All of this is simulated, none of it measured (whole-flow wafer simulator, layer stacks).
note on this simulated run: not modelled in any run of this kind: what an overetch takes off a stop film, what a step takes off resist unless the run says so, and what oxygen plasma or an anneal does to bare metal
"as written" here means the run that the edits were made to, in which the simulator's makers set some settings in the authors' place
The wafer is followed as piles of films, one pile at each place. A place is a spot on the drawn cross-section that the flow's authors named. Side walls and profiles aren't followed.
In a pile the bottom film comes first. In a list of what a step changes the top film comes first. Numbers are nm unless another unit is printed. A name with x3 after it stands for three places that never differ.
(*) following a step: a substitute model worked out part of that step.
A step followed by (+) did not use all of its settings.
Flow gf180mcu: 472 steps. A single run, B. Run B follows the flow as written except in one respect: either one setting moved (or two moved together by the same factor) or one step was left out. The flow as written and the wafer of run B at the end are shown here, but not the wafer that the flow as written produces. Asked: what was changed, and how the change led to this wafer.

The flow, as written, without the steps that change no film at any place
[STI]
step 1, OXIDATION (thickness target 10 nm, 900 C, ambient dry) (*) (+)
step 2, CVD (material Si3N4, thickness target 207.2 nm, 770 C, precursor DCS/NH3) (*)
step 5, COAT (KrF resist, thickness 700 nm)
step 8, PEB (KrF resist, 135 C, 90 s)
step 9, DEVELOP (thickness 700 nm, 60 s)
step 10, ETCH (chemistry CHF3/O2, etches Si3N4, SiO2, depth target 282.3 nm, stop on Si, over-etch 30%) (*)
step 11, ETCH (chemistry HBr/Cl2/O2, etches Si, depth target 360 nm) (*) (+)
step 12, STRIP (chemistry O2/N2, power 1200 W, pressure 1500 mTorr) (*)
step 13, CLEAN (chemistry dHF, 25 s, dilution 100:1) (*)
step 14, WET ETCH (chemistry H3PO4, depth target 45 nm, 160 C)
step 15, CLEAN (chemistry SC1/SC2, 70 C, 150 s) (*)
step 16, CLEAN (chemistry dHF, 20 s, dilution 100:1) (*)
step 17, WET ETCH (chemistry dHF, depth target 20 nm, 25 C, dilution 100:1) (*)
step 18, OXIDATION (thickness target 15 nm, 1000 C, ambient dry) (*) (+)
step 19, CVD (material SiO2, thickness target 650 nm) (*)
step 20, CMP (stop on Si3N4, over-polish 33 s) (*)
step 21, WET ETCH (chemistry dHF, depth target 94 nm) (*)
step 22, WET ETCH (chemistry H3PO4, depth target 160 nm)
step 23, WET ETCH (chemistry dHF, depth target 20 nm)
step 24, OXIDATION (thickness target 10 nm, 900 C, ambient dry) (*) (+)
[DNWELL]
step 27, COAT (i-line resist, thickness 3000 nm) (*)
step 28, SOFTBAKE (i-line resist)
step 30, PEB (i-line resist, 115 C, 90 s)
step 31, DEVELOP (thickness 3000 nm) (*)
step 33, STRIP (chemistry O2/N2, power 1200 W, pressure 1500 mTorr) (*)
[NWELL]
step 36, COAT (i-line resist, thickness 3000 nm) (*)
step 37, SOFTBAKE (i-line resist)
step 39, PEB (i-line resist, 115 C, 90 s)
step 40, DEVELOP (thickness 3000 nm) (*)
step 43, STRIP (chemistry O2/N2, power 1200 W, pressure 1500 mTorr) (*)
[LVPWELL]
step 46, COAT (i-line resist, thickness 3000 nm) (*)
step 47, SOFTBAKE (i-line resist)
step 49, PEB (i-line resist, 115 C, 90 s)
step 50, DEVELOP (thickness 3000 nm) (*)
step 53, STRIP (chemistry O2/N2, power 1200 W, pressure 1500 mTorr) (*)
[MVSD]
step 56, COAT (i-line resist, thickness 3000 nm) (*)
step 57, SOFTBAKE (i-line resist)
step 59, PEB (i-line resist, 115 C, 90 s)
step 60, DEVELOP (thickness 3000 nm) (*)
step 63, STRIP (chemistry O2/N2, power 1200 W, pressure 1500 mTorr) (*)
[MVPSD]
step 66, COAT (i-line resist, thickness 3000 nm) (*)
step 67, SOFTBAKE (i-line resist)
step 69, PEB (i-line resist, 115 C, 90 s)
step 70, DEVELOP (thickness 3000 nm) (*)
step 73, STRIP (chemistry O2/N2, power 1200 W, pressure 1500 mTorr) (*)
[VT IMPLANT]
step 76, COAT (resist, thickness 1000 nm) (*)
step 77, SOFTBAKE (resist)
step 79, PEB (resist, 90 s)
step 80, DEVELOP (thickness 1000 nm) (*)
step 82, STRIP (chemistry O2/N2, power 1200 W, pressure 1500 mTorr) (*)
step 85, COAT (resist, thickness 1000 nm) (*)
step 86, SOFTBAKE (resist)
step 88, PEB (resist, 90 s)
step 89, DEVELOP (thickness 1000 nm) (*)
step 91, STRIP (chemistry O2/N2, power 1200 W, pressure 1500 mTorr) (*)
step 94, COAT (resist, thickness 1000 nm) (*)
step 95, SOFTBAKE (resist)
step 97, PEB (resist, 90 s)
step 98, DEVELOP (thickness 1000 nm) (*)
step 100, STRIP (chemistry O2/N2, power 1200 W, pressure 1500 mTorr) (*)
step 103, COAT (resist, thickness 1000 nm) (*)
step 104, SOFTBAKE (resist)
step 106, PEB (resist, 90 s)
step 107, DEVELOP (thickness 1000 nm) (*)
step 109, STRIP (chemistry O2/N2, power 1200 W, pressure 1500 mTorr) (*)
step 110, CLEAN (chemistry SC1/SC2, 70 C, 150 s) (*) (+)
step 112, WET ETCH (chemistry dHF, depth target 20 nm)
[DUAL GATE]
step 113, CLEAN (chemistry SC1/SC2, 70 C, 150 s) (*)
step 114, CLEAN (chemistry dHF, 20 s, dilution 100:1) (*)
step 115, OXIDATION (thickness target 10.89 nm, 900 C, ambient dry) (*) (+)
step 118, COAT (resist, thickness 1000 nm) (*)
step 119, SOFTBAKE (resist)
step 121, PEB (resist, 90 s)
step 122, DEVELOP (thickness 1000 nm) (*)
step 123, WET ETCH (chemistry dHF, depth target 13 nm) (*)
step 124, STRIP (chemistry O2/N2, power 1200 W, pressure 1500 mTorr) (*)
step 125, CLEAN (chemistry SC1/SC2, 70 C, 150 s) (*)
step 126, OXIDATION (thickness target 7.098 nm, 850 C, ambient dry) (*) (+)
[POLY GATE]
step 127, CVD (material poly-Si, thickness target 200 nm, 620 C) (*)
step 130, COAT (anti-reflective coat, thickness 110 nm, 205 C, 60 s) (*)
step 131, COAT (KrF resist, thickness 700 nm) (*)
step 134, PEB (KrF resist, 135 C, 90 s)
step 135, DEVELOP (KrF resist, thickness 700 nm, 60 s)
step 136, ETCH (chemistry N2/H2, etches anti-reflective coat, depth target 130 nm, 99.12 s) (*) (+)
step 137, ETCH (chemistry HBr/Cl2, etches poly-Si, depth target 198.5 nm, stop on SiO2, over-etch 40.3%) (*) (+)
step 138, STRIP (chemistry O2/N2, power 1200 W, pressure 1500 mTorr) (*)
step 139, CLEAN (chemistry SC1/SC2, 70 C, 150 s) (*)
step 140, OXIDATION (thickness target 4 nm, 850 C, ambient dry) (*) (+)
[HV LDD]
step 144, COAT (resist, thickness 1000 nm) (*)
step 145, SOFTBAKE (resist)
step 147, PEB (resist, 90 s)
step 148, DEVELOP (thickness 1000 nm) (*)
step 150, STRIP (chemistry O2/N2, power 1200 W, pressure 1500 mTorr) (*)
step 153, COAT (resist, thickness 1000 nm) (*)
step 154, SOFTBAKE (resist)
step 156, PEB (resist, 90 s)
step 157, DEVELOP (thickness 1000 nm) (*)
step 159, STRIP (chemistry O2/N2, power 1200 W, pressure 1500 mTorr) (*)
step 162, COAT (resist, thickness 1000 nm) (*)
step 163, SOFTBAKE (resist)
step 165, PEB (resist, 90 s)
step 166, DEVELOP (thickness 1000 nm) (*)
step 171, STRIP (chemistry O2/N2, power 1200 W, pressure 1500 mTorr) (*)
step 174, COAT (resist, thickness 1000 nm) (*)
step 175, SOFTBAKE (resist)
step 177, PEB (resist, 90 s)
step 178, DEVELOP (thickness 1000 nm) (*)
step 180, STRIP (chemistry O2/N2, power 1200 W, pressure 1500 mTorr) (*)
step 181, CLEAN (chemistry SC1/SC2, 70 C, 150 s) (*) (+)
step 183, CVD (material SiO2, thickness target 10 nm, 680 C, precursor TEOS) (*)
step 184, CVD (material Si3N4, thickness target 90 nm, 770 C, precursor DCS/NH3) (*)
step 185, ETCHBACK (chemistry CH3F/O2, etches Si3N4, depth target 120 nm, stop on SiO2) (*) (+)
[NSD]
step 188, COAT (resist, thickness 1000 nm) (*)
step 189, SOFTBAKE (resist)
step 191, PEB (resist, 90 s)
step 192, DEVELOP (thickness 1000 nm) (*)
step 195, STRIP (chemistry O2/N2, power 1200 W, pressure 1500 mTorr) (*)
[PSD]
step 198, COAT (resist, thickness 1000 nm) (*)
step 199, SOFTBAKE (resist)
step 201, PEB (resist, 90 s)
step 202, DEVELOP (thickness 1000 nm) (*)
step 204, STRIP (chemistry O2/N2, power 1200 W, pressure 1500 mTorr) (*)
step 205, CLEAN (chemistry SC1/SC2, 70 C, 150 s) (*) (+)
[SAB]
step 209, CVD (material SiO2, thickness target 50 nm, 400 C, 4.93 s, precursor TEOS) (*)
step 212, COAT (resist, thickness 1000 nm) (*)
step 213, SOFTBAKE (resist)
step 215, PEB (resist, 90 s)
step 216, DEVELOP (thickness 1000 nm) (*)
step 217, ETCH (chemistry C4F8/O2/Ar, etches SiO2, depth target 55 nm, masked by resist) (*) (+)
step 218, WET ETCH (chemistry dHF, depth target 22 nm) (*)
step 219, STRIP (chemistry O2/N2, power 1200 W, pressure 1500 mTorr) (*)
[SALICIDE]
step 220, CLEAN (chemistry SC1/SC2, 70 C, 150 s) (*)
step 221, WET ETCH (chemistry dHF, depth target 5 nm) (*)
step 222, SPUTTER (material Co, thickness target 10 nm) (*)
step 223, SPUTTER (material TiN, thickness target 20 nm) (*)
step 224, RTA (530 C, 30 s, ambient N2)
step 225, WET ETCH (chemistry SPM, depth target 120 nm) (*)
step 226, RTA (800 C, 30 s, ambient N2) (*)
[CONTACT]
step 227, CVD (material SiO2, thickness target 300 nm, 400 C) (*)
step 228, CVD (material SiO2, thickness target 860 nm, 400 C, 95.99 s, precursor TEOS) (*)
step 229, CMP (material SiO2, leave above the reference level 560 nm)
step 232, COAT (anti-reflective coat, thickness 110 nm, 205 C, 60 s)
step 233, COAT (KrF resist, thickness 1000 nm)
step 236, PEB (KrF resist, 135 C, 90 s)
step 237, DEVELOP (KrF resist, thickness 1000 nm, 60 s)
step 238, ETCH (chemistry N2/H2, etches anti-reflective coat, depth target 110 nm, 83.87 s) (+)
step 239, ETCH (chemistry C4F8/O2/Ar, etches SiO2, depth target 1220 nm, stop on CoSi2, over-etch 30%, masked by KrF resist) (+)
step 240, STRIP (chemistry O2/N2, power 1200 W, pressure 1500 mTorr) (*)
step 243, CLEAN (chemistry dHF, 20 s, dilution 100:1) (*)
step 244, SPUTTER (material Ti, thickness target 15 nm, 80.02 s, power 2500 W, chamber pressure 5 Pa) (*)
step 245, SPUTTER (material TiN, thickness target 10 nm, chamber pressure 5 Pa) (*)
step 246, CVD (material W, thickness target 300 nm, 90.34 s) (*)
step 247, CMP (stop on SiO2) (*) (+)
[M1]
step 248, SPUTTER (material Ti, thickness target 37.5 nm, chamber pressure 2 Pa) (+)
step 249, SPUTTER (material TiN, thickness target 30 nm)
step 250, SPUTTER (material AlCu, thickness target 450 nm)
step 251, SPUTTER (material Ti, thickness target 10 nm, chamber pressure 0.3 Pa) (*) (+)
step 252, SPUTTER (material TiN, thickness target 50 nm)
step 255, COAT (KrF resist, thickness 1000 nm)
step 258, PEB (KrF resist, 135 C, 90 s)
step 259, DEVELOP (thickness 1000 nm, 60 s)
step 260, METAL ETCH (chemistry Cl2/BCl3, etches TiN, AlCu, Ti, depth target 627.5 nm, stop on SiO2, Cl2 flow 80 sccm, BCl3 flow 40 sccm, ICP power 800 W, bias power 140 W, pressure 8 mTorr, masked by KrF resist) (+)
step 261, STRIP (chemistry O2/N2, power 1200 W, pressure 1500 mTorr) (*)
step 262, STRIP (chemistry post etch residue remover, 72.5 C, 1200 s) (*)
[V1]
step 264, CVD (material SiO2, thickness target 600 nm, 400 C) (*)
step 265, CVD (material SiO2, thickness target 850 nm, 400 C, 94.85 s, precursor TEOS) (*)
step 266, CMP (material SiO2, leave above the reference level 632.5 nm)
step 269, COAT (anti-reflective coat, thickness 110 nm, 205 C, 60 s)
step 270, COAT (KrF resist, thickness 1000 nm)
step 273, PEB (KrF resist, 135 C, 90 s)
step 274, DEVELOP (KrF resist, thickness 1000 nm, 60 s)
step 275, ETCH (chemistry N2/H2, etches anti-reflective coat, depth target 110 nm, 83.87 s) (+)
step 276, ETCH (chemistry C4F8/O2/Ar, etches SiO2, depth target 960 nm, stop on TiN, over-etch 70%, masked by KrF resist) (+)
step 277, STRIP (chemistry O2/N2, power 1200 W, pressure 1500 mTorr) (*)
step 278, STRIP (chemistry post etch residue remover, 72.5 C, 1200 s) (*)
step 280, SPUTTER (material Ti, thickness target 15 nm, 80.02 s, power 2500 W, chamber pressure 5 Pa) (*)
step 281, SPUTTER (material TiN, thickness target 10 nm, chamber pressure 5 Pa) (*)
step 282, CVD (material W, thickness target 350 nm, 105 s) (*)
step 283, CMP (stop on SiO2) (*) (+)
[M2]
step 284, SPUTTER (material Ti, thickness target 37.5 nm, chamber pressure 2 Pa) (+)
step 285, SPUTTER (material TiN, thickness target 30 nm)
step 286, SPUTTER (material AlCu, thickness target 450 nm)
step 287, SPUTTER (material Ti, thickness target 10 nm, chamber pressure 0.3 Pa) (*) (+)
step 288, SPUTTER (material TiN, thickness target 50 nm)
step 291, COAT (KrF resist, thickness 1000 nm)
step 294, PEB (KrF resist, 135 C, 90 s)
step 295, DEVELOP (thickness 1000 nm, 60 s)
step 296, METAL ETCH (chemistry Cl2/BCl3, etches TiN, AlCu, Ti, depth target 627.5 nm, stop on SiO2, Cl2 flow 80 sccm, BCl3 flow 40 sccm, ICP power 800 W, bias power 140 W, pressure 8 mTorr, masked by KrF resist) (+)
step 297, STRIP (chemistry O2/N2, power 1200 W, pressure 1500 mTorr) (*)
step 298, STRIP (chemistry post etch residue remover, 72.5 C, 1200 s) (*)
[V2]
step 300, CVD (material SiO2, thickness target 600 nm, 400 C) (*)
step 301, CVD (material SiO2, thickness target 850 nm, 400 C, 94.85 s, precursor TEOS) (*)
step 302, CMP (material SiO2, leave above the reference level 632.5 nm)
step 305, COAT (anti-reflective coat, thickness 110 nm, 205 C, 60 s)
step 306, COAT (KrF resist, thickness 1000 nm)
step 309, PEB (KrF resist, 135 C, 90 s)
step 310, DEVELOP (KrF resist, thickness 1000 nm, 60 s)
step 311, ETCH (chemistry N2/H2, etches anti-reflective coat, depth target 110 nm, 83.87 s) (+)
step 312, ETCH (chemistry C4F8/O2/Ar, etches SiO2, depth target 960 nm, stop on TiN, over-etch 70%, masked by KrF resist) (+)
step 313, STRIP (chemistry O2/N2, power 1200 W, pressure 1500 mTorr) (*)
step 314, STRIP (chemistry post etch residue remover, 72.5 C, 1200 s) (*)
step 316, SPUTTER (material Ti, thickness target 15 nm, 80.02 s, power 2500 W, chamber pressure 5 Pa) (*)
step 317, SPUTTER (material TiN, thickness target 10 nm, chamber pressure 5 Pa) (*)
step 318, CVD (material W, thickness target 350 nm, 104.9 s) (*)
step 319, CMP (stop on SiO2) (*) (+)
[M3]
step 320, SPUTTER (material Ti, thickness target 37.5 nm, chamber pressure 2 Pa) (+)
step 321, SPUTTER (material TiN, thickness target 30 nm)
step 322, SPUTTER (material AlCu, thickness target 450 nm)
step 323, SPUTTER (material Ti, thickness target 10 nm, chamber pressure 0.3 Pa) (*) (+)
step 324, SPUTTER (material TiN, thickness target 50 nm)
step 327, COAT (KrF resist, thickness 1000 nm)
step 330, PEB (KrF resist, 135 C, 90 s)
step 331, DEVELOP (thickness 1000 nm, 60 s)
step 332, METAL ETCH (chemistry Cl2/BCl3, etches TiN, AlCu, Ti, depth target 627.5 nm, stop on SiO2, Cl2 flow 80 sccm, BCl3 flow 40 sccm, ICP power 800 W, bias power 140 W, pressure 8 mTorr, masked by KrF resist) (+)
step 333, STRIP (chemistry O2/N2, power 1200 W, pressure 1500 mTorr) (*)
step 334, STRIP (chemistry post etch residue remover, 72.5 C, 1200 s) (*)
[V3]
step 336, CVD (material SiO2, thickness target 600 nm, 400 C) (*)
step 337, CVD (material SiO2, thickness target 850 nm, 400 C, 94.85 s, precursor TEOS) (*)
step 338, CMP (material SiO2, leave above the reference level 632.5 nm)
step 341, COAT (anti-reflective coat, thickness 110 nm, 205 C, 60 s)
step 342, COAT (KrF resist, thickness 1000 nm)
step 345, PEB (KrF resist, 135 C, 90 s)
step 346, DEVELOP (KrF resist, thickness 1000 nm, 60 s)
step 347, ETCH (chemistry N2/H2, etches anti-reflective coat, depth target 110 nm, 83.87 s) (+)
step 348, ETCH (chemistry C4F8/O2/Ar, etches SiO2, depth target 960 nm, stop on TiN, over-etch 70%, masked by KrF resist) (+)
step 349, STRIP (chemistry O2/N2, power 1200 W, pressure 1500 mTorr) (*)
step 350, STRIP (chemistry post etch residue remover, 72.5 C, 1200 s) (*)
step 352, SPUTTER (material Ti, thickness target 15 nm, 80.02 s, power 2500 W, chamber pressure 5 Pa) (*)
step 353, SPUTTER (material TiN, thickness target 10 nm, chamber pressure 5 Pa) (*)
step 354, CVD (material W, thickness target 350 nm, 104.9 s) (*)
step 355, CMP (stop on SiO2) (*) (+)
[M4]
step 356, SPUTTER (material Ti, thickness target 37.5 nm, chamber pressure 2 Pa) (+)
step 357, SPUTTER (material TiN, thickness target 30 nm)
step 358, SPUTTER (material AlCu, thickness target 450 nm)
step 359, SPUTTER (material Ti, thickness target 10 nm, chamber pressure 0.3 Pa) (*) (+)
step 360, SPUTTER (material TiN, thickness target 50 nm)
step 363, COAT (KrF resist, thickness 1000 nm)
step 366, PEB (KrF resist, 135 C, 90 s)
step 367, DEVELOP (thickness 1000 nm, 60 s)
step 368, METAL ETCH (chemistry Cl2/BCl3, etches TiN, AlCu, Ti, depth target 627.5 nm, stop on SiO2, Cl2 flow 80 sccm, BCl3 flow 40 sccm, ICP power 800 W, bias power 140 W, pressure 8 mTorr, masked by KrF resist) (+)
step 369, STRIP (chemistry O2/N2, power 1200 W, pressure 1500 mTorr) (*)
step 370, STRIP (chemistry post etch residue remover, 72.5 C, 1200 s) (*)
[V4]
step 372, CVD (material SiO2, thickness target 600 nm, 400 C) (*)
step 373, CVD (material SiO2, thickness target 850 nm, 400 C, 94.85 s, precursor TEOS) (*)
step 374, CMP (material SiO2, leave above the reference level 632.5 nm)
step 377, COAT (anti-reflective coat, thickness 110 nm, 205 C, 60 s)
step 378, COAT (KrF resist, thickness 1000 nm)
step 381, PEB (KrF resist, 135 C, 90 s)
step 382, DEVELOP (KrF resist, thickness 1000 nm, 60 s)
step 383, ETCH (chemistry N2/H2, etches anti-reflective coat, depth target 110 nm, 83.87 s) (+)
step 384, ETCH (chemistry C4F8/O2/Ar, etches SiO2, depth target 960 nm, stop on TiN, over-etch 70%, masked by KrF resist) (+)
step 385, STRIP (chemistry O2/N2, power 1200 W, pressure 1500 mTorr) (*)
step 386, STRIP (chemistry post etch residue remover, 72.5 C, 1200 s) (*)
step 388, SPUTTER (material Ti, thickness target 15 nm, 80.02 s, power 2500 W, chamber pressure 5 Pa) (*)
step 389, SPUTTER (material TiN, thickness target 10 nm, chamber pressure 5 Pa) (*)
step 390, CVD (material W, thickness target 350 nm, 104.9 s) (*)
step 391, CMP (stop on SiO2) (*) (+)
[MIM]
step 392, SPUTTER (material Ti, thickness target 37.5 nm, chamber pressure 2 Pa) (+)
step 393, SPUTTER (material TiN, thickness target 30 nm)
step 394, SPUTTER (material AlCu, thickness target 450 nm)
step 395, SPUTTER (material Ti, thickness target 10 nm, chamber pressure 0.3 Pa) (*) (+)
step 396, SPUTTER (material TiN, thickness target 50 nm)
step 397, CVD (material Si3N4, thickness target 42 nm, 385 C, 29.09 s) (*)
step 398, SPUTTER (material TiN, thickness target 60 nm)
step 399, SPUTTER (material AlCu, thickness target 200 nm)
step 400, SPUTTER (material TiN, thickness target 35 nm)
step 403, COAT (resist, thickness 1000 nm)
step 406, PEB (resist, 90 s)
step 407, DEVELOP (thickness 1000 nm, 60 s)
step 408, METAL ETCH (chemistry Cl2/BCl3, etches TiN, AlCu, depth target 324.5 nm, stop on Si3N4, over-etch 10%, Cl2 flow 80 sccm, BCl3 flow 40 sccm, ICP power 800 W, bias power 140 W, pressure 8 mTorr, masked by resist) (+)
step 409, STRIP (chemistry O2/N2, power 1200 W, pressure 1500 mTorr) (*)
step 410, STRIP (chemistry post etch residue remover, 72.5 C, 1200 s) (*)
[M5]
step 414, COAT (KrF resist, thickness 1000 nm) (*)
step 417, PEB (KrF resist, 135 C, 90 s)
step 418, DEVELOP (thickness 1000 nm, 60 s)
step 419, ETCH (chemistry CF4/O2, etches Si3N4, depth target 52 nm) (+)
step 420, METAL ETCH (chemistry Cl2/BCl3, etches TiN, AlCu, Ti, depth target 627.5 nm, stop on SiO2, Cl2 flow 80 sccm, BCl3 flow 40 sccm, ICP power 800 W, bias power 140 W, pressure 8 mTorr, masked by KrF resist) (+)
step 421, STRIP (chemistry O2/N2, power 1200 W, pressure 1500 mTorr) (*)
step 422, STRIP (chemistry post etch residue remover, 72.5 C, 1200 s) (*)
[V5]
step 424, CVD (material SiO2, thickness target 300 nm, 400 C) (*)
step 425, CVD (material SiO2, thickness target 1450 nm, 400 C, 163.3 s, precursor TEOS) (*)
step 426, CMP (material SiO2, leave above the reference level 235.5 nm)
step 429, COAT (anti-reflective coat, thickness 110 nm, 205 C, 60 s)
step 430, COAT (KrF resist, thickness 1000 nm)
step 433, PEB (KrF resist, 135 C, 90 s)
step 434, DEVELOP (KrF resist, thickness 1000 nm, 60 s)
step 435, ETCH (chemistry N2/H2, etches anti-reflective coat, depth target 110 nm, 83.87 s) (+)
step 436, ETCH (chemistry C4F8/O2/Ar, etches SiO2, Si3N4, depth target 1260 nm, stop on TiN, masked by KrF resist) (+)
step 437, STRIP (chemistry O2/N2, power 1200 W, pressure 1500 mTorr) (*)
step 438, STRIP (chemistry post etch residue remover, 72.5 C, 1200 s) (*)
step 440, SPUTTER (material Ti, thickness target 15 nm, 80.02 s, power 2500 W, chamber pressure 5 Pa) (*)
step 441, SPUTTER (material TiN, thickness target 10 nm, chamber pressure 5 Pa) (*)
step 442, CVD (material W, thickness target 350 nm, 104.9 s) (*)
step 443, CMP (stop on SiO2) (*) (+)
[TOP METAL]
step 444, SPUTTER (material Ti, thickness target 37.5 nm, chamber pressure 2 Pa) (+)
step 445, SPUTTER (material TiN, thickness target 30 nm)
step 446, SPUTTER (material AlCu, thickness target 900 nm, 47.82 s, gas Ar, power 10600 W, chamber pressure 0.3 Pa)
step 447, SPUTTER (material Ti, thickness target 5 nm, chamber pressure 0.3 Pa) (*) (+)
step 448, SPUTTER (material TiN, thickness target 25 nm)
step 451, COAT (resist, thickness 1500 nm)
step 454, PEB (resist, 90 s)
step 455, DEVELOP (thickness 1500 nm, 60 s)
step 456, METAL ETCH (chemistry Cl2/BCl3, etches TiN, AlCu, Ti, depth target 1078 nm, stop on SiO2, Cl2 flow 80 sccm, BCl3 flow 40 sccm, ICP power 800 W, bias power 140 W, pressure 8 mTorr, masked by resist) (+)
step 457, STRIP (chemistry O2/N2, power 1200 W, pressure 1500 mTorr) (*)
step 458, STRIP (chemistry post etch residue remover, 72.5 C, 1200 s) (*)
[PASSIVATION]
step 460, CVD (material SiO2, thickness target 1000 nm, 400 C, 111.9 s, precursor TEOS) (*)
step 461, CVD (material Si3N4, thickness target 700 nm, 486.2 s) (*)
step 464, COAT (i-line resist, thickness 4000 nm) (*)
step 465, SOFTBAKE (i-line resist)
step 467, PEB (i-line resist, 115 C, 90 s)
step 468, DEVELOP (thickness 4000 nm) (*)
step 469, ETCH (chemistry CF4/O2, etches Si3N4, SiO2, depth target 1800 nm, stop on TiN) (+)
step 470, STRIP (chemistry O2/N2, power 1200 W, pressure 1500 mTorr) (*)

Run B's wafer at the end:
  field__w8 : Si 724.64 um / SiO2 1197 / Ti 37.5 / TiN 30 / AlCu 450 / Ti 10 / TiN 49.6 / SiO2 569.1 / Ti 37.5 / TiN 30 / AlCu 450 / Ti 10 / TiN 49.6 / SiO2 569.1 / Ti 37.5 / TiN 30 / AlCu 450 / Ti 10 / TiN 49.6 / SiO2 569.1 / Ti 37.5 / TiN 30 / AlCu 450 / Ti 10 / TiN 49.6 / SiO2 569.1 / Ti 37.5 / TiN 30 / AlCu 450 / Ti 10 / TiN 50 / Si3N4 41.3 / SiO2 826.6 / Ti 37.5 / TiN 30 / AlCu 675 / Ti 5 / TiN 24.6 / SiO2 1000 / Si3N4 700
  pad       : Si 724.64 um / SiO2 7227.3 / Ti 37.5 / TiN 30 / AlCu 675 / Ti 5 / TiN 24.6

Cause: step 446, SPUTTER: thickness target 675 nm was run, though the flow has thickness target 900 nm.
One can read it off the wafer: field__w8 has AlCu 675, and step 446 as written asks for 900 nm.

Step by step, how the change led to this:
  step 446, SPUTTER (material AlCu, thickness target 900 nm, 47.82 s, gas Ar, power 10600 W, chamber pressure 0.3 Pa)
      field, field__w1, field__w2 and 109 more: AlCu gains 675 (new film) (it would be, as written: AlCu gains 900 (new film))
  step 456, METAL ETCH (chemistry Cl2/BCl3, etches TiN, AlCu, Ti, depth target 1078 nm, stop on SiO2, Cl2 flow 80 sccm, BCl3 flow 40 sccm, ICP power 800 W, bias power 140 W, pressure 8 mTorr, masked by resist) (+)
      field, field__w1, field__w2 and 103 more: TiN loses 25 (all of it), Ti loses 5 (all of it), AlCu loses 675 (all of it), TiN loses 30 (all of it), Ti loses 37.5 (all of it) (it would be, as written: TiN loses 25 (all of it), Ti loses 5 (all of it), AlCu loses 900 (all of it), TiN loses 30 (all of it), Ti loses 37.5 (all of it))
  step 464, COAT (i-line resist, thickness 4000 nm) (*)
      field__w8: i-line resist gains 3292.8 (new film) (it would be, as written: i-line resist gains 3093.1 (new film))
      contact: i-line resist gains 3332.7 (new film) (it would be, as written: i-line resist gains 3153.6 (new film))
      (as well as at 4 more places)
  step 465, SOFTBAKE (i-line resist)
      field__w5, field__w9: i-line resist gains 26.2 (it would be, as written: i-line resist gains 37.3)
      field__w11, field__w13: i-line resist gains 26.3 (it would be, as written: i-line resist gains 37.9)
      (as well as at 65 more places)
  step 467, PEB (i-line resist, 115 C, 90 s)
      field__w8, m1__w1: i-line resist loses 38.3 (it would be, as written: i-line resist loses 34.7)
      contact, m1: i-line resist loses 38.5 (it would be, as written: i-line resist loses 35.1)
      (as well as at 2 more places)
  step 468, DEVELOP (thickness 4000 nm) (*)
      pad: i-line resist loses 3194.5 (all of it) (it would be, as written: i-line resist loses 2974.8 (all of it))
  step 470, STRIP (chemistry O2/N2, power 1200 W, pressure 1500 mTorr) (*)
      field__w8, m1__w1: i-line resist loses 2004.6 (all of it) (it would be, as written: i-line resist loses 1787.7 (all of it))
      contact: i-line resist loses 2020.5 (all of it) (it would be, as written: i-line resist loses 1811.2 (all of it))
      (as well as at 2 more places)
